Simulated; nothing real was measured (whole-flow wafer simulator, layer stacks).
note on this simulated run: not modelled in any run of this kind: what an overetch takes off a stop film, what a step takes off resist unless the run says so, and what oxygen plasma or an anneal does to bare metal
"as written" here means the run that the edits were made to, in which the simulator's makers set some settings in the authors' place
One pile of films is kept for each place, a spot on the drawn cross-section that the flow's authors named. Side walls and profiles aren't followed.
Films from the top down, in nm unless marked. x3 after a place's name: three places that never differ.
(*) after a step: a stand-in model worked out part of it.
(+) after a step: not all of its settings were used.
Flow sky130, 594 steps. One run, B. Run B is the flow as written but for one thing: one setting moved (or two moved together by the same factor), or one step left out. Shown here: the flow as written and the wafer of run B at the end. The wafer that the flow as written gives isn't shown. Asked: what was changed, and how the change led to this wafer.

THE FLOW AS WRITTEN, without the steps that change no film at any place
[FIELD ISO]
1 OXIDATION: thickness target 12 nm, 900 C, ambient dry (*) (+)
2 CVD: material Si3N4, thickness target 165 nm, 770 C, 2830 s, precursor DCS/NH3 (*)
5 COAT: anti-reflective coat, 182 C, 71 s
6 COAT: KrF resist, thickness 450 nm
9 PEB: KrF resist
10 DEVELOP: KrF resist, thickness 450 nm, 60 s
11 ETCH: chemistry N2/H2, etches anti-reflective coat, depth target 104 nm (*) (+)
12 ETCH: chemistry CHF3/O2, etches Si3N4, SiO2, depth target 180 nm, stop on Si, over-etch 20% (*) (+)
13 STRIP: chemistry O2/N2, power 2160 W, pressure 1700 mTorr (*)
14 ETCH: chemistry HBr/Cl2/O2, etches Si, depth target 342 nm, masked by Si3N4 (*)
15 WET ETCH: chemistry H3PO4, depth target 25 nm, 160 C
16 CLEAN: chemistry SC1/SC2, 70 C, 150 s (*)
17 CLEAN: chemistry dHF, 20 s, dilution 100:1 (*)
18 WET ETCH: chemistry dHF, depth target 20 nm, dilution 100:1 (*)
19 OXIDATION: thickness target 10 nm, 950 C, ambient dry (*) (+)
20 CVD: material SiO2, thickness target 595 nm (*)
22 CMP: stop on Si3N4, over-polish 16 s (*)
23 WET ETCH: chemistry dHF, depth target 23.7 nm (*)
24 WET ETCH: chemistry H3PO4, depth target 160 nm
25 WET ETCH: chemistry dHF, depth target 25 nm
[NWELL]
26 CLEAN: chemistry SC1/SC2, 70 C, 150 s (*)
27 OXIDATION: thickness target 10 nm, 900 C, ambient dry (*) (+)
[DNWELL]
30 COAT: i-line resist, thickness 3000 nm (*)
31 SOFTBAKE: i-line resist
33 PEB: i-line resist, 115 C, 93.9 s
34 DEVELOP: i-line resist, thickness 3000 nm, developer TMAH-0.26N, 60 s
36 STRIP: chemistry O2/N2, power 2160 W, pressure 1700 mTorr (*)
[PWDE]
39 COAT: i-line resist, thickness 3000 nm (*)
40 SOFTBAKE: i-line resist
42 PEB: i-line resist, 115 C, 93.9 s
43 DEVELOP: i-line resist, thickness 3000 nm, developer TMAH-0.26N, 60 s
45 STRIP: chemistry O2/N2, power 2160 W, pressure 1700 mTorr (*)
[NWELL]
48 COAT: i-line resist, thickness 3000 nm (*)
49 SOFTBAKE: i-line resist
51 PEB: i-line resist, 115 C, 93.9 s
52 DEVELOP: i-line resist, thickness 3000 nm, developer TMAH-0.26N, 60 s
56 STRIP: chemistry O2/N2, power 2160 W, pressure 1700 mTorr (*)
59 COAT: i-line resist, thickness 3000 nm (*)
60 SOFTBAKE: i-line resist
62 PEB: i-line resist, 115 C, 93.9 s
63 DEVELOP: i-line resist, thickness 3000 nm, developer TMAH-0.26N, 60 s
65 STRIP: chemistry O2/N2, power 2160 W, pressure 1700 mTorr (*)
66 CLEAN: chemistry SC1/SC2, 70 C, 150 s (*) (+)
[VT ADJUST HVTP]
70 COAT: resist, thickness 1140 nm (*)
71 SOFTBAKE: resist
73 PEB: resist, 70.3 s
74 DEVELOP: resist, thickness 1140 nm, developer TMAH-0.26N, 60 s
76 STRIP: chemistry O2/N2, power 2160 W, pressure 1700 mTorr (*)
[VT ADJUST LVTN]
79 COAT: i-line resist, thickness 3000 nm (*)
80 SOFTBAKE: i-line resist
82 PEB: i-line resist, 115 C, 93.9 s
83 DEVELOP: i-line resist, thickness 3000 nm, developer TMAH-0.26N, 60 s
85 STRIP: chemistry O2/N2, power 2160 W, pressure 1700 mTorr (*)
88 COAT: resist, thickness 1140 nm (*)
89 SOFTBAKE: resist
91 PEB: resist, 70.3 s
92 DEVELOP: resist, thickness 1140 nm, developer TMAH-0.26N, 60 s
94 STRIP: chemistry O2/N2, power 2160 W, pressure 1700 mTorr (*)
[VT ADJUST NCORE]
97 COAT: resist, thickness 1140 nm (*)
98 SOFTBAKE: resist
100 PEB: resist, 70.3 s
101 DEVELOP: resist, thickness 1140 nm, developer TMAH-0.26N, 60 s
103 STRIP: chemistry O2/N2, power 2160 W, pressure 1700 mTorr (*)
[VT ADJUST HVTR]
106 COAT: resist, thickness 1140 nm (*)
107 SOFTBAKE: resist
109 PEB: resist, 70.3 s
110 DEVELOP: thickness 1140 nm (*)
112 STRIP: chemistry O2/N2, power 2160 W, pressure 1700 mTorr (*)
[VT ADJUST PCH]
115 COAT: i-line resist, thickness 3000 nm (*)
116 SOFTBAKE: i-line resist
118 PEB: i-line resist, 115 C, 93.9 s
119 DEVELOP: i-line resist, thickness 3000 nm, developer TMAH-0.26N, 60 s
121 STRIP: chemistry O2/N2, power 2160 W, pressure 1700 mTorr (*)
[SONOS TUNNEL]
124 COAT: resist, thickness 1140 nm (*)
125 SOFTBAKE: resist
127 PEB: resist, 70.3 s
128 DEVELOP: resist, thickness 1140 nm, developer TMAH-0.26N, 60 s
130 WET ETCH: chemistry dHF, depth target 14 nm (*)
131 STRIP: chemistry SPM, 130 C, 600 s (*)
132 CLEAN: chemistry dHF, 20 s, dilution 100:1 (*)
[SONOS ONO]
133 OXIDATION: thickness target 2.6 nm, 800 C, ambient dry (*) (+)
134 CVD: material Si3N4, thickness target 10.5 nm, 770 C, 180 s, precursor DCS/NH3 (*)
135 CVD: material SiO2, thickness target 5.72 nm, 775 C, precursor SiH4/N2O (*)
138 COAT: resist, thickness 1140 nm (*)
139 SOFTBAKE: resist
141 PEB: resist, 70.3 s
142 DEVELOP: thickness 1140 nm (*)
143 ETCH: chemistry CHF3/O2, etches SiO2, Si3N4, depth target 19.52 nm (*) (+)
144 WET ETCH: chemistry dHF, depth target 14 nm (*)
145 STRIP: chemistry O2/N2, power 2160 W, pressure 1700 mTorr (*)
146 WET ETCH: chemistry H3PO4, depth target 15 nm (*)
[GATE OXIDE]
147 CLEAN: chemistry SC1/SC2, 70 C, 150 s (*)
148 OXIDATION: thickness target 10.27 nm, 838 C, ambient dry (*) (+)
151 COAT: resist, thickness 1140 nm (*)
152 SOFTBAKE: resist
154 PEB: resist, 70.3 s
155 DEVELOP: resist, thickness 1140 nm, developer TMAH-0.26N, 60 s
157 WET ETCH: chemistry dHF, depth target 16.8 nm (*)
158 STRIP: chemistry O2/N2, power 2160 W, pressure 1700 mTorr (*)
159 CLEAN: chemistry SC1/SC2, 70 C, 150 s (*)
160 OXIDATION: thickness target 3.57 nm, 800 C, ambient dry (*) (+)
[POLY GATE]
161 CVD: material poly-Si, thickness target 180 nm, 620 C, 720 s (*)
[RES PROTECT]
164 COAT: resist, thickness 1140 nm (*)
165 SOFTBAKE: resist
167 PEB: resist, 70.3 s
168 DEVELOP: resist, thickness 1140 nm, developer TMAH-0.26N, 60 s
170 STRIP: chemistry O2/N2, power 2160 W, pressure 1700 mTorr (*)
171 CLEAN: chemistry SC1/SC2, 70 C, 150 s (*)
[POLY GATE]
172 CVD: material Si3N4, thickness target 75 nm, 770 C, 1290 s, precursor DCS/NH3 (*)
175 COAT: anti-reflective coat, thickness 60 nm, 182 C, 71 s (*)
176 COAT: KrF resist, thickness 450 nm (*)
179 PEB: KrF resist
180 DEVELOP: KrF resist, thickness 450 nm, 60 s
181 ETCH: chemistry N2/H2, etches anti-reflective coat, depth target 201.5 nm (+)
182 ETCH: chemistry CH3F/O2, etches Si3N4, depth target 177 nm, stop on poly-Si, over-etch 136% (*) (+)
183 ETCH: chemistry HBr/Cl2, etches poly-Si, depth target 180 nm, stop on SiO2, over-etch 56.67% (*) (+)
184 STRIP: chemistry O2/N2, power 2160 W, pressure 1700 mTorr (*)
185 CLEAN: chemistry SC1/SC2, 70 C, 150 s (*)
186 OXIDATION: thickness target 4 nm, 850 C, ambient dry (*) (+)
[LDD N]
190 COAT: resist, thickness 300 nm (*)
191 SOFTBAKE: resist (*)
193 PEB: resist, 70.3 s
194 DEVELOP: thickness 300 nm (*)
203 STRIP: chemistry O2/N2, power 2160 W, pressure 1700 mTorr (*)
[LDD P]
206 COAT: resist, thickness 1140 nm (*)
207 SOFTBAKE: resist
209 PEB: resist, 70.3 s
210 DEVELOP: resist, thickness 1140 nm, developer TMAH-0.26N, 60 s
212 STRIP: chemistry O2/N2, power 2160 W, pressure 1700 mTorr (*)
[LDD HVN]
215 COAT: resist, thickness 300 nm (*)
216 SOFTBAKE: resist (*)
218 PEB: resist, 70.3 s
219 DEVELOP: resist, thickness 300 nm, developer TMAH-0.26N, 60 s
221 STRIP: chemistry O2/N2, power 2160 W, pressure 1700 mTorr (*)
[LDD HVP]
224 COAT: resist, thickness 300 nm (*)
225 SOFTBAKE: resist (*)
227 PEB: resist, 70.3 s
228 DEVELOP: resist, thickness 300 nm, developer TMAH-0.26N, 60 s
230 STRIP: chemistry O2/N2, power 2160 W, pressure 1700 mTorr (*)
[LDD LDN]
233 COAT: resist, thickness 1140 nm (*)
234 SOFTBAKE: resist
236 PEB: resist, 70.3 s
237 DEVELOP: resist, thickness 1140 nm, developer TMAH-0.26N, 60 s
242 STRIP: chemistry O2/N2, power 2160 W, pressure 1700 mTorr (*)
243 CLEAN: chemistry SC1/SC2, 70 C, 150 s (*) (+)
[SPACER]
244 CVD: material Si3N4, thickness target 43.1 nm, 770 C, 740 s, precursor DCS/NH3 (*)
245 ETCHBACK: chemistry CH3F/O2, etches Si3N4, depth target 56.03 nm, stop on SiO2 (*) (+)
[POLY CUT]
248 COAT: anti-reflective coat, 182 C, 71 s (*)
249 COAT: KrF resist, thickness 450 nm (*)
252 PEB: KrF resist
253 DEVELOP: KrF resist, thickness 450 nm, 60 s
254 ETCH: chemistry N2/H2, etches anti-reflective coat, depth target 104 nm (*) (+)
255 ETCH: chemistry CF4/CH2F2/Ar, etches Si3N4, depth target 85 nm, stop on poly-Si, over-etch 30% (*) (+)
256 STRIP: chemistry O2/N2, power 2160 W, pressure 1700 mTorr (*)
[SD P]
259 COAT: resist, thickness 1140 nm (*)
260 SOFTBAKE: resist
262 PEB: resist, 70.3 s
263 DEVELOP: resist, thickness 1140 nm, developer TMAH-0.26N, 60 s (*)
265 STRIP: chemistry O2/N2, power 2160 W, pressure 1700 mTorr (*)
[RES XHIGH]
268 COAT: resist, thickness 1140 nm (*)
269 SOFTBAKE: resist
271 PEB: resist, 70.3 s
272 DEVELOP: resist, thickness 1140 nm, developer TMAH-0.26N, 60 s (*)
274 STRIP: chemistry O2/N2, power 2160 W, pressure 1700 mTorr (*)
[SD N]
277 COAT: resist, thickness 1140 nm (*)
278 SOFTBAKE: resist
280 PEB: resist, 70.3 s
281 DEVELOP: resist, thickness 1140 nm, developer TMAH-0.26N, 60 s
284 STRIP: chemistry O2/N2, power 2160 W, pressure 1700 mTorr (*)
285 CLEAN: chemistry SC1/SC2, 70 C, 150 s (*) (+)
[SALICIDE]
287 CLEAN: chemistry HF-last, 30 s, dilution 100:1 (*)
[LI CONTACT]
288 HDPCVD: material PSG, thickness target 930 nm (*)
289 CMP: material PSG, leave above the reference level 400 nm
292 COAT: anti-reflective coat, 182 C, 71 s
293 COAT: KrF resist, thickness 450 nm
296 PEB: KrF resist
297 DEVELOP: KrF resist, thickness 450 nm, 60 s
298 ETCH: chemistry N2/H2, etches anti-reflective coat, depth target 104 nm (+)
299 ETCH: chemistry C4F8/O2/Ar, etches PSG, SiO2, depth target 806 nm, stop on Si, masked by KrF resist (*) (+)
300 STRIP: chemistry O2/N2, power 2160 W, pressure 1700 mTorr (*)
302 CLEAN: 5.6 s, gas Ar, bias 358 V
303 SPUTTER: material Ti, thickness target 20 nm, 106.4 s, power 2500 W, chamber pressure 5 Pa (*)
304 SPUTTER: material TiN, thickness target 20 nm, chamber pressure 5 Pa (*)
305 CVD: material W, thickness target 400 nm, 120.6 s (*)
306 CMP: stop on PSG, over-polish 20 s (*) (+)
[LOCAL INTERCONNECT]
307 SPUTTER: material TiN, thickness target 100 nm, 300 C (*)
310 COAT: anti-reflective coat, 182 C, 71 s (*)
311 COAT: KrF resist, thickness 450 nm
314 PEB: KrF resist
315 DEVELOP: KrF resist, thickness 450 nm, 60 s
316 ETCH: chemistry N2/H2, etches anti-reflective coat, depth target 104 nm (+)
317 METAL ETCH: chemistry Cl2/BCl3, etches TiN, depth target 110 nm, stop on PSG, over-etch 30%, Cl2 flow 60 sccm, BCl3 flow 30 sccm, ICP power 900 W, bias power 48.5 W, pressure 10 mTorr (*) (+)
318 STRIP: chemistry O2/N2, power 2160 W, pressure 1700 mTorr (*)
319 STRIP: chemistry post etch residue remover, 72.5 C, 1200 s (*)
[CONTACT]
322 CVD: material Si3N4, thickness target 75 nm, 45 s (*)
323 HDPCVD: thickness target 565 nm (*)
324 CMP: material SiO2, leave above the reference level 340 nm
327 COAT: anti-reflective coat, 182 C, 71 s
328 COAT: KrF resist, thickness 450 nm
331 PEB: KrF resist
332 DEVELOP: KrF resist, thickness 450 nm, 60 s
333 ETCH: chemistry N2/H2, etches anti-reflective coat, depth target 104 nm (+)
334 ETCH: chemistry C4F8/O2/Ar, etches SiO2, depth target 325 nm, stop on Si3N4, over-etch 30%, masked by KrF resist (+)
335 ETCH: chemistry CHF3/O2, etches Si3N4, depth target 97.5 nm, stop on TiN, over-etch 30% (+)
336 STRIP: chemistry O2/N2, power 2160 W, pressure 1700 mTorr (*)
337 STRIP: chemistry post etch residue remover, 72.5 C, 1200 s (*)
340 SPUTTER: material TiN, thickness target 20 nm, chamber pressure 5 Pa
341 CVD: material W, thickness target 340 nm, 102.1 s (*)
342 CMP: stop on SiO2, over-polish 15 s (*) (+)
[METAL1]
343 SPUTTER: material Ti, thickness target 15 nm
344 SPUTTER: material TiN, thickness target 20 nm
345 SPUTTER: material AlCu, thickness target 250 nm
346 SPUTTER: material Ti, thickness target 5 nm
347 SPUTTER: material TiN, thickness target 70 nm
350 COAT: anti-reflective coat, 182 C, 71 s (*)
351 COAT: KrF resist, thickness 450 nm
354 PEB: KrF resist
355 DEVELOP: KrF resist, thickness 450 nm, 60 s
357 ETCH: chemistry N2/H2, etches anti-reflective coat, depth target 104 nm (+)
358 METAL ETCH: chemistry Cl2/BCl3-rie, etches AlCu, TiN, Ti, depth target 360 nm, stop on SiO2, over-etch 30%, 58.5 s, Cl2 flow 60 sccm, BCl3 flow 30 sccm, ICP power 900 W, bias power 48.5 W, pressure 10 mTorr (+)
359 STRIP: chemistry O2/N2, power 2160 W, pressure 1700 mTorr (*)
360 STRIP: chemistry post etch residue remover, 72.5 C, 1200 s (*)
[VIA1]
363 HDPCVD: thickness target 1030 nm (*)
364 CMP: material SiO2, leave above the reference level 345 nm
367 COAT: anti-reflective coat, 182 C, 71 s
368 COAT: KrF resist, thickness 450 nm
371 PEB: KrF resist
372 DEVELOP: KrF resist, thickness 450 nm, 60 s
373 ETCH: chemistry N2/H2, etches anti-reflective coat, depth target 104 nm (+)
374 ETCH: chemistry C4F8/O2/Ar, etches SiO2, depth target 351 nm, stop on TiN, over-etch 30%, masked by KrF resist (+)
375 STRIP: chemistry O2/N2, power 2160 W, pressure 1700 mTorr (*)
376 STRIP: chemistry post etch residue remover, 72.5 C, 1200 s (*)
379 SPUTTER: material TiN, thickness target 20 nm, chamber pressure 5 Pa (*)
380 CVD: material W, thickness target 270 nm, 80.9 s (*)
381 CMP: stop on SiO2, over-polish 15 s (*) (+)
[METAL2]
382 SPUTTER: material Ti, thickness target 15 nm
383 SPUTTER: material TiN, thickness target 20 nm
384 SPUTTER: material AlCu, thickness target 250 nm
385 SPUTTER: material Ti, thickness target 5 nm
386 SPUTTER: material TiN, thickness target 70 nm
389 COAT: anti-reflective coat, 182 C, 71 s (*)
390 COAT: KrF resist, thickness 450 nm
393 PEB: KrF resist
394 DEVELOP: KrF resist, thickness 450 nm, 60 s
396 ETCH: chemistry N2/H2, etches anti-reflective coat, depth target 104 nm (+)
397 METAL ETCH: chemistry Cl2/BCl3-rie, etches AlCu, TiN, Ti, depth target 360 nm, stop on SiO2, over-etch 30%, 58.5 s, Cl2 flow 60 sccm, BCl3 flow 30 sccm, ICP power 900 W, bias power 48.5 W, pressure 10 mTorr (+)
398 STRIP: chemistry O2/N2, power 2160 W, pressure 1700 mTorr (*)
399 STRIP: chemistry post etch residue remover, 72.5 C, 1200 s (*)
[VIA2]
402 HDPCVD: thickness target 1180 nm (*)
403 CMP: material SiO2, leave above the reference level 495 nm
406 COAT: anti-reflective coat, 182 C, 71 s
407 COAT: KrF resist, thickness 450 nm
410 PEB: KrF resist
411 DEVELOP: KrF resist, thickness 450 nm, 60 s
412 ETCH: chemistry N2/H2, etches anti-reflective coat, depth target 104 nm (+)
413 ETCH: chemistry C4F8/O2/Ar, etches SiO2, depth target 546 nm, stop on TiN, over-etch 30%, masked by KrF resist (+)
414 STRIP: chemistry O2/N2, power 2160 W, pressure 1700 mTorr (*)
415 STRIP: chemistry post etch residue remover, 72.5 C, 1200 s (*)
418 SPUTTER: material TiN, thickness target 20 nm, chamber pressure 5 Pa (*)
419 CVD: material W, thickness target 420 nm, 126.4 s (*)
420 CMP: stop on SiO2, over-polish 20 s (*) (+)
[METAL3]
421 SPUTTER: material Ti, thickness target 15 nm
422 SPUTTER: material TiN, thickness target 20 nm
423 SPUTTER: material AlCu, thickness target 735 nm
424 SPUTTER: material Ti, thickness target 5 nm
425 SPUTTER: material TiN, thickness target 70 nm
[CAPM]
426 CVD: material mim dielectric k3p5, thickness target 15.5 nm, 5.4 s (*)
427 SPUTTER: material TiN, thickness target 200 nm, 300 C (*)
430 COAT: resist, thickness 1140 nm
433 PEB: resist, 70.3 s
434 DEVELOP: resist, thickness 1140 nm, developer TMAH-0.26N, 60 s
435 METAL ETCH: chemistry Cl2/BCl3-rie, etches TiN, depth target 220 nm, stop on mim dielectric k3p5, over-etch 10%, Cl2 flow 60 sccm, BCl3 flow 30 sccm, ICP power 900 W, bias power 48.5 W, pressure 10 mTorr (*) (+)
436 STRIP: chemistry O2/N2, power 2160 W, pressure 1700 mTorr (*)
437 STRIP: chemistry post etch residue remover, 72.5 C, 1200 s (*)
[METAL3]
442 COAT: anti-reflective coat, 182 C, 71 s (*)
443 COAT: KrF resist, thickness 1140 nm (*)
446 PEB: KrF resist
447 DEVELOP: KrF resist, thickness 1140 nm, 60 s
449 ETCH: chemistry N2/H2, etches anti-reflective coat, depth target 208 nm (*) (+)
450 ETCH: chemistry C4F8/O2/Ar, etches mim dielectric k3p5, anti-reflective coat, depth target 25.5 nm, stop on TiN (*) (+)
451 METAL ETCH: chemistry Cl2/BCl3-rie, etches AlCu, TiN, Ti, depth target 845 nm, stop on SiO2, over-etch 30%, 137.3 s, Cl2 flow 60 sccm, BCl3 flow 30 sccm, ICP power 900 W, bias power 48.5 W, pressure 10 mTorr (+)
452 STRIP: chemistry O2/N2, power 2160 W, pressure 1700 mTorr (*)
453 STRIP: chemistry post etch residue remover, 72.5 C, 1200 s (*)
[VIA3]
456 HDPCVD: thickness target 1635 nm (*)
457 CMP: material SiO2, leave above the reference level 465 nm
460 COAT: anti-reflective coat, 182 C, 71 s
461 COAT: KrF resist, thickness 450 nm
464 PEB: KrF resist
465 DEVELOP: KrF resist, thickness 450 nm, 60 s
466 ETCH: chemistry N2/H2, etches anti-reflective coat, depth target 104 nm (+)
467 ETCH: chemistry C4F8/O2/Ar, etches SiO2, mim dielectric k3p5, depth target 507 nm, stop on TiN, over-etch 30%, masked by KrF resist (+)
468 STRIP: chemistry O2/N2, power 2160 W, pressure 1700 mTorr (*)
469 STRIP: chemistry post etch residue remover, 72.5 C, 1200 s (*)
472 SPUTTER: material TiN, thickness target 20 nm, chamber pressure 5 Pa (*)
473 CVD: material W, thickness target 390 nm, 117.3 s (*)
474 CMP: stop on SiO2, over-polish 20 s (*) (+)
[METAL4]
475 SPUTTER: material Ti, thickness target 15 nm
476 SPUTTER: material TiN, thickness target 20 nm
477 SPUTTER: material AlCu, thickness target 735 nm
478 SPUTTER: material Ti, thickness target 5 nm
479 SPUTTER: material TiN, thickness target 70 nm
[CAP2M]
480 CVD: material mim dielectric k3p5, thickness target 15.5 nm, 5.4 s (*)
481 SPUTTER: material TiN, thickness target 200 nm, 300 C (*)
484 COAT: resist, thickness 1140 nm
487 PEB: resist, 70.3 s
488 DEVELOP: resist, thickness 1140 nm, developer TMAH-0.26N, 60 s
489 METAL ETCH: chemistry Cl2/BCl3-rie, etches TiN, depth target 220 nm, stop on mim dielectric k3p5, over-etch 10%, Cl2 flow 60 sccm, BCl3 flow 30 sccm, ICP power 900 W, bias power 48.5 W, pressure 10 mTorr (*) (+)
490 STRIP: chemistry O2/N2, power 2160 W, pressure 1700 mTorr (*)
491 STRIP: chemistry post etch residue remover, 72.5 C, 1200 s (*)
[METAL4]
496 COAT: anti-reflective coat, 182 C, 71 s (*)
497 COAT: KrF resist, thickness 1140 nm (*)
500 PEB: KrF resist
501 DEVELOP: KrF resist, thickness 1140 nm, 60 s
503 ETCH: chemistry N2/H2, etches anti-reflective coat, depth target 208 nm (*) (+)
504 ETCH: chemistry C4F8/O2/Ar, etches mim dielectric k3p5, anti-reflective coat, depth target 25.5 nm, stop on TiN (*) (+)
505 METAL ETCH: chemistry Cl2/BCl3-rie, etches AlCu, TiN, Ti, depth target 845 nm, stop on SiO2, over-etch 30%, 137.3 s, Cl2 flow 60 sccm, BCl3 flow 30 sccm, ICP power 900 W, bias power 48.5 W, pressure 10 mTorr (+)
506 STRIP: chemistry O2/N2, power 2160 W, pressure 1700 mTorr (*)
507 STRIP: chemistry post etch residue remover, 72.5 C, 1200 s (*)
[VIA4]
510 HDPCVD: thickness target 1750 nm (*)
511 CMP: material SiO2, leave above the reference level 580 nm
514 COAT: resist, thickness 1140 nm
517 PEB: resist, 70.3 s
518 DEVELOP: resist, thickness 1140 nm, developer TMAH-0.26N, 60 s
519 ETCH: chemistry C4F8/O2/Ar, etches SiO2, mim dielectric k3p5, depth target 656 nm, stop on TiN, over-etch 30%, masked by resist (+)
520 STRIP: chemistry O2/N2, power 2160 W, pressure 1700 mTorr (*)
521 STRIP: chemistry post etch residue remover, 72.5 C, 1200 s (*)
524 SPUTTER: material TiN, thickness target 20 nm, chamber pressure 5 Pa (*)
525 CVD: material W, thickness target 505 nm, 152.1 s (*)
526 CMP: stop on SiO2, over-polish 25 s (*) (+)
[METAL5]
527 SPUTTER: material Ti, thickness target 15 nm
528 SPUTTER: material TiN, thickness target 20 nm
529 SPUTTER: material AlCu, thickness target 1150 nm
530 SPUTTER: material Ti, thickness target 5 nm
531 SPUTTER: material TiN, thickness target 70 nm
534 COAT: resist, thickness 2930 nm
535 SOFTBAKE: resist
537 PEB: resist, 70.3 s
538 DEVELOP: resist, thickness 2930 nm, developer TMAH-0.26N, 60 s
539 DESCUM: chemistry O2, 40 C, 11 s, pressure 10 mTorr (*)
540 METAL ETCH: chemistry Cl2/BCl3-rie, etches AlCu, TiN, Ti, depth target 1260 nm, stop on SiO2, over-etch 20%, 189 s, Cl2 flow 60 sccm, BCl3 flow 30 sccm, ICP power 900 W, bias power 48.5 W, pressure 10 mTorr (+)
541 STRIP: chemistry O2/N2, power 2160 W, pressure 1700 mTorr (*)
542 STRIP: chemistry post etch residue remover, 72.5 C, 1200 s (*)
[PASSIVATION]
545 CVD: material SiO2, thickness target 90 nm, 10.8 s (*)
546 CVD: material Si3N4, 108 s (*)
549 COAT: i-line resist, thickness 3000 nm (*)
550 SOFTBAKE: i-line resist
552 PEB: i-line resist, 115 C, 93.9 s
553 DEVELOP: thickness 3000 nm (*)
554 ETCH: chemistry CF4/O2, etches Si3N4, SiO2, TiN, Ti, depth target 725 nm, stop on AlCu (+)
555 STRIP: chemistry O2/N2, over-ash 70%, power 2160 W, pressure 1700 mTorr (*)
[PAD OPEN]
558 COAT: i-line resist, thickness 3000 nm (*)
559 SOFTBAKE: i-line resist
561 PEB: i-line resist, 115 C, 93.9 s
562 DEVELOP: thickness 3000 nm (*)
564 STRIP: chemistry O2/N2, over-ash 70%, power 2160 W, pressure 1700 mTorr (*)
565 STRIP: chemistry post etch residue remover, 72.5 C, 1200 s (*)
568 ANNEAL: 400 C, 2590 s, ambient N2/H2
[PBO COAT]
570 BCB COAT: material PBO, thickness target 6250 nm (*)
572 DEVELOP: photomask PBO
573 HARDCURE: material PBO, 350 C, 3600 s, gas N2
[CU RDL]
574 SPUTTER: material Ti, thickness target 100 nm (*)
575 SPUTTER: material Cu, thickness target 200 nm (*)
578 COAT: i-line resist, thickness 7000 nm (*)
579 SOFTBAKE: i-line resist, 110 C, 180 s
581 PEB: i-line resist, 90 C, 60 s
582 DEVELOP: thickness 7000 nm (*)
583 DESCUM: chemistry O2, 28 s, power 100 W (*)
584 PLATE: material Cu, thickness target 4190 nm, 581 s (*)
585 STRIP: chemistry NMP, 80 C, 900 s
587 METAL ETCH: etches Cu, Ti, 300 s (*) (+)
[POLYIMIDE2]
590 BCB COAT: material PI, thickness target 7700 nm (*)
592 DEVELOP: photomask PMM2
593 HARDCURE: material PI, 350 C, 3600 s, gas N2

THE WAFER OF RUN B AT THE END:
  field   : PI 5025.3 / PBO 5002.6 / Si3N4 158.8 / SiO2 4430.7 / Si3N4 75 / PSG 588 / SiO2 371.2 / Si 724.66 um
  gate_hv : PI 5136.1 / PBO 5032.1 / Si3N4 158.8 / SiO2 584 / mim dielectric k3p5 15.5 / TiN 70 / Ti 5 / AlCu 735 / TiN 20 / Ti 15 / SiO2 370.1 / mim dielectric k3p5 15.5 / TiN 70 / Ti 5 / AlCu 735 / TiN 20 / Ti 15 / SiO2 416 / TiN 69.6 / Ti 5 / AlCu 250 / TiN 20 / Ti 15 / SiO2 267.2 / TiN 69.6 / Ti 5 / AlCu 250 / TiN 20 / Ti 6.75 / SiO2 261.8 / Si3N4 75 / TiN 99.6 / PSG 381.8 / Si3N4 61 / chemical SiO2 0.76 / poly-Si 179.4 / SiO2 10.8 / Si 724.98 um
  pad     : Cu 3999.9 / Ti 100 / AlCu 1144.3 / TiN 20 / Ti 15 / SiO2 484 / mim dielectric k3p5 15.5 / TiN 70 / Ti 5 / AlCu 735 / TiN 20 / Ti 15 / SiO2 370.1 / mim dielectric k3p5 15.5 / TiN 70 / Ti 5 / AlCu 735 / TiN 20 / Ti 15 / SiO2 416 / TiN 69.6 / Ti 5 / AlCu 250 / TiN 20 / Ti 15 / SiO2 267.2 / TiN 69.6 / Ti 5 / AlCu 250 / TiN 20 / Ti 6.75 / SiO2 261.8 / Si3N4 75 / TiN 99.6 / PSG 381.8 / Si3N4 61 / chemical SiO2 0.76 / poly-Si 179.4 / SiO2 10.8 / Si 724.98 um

The cause: step 343, SPUTTER: thickness target 6.75 nm was run, where the flow has thickness target 15 nm.
It can be read off the wafer: gate_hv has Ti 6.75, and step 343 as written asks for 15 nm.

How the change led to this, step by step:
  343 SPUTTER: material Ti, thickness target 15 nm
      field, active, n_well and 188 more: Ti +6.75 (new film) (as written it would be: Ti +15 (new film))
  358 METAL ETCH: chemistry Cl2/BCl3-rie, etches AlCu, TiN, Ti, depth target 360 nm, stop on SiO2, over-etch 30%, 58.5 s, Cl2 flow 60 sccm, BCl3 flow 30 sccm, ICP power 900 W, bias power 48.5 W, pressure 10 mTorr (+)
      field, active, gate and 81 more: TiN -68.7 (all of it), Ti -5 (all of it), AlCu -250 (all of it), TiN -20 (all of it), Ti -6.75 (all of it), SiO2 -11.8 (as written it would be: TiN -68.7 (all of it), Ti -5 (all of it), AlCu -250 (all of it), TiN -20 (all of it), Ti -15 (all of it), SiO2 -10.9)
